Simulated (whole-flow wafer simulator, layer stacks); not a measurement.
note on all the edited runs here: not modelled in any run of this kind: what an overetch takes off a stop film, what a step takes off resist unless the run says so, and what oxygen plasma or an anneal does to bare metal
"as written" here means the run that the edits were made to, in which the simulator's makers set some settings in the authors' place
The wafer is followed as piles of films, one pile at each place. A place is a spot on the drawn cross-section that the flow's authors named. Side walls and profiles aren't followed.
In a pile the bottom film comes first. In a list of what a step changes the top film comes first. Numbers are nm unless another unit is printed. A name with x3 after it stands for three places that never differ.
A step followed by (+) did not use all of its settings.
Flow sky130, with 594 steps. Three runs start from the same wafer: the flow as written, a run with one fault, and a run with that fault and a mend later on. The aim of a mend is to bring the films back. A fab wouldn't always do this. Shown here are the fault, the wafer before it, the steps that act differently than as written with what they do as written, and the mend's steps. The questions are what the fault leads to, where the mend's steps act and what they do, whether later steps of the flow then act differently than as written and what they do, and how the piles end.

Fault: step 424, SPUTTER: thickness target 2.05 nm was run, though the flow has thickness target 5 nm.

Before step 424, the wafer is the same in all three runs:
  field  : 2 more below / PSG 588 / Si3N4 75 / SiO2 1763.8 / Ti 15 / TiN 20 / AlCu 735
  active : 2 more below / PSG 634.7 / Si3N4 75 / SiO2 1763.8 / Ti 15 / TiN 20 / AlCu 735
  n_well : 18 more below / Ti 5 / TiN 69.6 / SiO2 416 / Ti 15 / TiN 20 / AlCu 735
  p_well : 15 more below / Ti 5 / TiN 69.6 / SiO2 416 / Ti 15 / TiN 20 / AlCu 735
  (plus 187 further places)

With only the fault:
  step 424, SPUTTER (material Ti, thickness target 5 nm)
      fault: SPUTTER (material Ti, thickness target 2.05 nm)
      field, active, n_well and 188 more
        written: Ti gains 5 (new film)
        fault: Ti gains 2.05 (new film)
  Steps further on in the flow that do not act as written (not shown: 20 more steps that differ only slightly, by at most 2% or 0.5 nm, whichever is larger):
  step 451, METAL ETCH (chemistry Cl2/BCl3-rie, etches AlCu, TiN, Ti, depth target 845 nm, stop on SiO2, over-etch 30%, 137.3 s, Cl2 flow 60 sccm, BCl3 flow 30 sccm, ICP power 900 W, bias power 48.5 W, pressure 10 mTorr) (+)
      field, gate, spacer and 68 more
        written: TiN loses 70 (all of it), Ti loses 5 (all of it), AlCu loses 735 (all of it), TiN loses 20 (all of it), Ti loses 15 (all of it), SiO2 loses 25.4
        fault: TiN loses 70 (all of it), Ti loses 2.05 (all of it), AlCu loses 735 (all of it), TiN loses 20 (all of it), Ti loses 15 (all of it), SiO2 loses 25.6
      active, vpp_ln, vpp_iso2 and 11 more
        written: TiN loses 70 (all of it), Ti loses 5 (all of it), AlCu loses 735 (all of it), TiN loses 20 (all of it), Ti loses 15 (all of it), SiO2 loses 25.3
        fault: TiN loses 70 (all of it), Ti loses 2.05 (all of it), AlCu loses 735 (all of it), TiN loses 20 (all of it), Ti loses 15 (all of it), SiO2 loses 25.6
  At n_well, p_well, gate_hv and 104 more, the piles at the end differ from the flow's by more than 2% or 0.5 nm, whichever is larger.
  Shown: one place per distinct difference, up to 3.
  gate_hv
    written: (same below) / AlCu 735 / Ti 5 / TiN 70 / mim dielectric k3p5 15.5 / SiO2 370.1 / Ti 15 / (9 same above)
    fault: (same below) / AlCu 735 / Ti 2.05 / TiN 70 / mim dielectric k3p5 15.5 / SiO2 373.1 / Ti 15 / (9 same above)
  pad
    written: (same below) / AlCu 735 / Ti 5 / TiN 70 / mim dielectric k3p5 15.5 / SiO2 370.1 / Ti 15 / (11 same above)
    fault: (same below) / AlCu 735 / Ti 2.05 / TiN 70 / mim dielectric k3p5 15.5 / SiO2 373.1 / Ti 15 / (11 same above)
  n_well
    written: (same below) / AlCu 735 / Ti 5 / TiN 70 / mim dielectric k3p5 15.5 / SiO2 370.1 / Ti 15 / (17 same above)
    fault: (same below) / AlCu 735 / Ti 2.05 / TiN 70 / mim dielectric k3p5 15.5 / SiO2 373.1 / Ti 15 / (17 same above)

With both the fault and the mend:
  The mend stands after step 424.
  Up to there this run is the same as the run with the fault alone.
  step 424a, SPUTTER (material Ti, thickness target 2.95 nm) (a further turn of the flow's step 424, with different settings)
      field, active, n_well and 188 more
        Ti gains 2.95
  Every later step of the flow that is run acts as written at every place that is followed.
  By the end, the piles equal the flow's at every place that both follow.
